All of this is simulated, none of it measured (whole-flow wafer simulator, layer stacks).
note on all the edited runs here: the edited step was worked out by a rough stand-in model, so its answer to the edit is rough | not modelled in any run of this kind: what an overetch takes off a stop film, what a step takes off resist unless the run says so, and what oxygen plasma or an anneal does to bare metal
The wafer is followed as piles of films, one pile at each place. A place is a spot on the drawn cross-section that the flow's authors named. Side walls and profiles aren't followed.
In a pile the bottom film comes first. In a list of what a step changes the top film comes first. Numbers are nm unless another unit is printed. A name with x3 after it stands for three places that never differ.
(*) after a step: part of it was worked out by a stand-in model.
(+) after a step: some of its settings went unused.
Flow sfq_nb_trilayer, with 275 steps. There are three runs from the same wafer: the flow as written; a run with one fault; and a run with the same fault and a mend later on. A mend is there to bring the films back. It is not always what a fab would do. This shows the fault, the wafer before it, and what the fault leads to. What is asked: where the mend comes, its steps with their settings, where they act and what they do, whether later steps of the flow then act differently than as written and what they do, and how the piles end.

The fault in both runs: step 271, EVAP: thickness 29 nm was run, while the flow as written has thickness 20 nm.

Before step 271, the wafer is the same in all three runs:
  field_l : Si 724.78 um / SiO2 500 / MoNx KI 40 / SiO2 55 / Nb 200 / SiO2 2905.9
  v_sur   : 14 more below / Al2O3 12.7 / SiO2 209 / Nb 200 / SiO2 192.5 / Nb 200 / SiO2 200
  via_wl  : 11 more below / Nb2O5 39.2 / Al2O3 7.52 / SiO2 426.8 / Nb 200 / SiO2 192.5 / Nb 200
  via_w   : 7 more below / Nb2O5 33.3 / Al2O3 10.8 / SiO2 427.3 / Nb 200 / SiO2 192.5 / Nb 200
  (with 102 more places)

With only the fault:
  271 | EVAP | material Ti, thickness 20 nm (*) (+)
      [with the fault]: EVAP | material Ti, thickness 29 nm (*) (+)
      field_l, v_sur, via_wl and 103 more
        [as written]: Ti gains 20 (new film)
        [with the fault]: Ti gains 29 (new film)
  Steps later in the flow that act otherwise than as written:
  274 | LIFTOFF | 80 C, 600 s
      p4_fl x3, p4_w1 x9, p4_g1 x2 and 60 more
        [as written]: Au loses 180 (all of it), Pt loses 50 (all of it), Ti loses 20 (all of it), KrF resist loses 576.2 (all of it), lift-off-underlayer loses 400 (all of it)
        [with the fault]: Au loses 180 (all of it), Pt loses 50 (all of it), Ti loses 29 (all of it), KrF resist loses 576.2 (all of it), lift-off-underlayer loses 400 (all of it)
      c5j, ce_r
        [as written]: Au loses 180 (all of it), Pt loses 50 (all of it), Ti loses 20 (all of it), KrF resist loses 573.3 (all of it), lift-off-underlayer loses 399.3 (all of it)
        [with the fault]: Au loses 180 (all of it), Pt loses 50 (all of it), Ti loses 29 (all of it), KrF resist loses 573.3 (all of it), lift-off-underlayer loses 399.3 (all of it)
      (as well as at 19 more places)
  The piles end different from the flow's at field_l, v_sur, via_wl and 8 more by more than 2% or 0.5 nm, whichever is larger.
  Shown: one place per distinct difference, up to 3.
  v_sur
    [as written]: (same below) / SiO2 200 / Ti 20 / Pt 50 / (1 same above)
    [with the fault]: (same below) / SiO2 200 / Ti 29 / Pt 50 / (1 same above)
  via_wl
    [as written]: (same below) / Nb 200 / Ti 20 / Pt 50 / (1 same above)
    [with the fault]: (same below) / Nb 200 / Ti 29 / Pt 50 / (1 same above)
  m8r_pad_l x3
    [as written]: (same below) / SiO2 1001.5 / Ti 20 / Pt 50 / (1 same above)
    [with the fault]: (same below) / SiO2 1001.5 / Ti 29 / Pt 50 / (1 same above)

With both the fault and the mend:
  The mend follows step 271.
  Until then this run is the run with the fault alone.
  271a | METAL ETCH | etches Ti, MoNx, depth 9 nm (the flow's step 190 again, with other settings)
      field_l, v_sur, via_wl and 103 more
        Ti loses 9
  Later steps of the flow that are run all act as written at every place that is followed.
  The piles end the same as the flow's at every place that both follow.
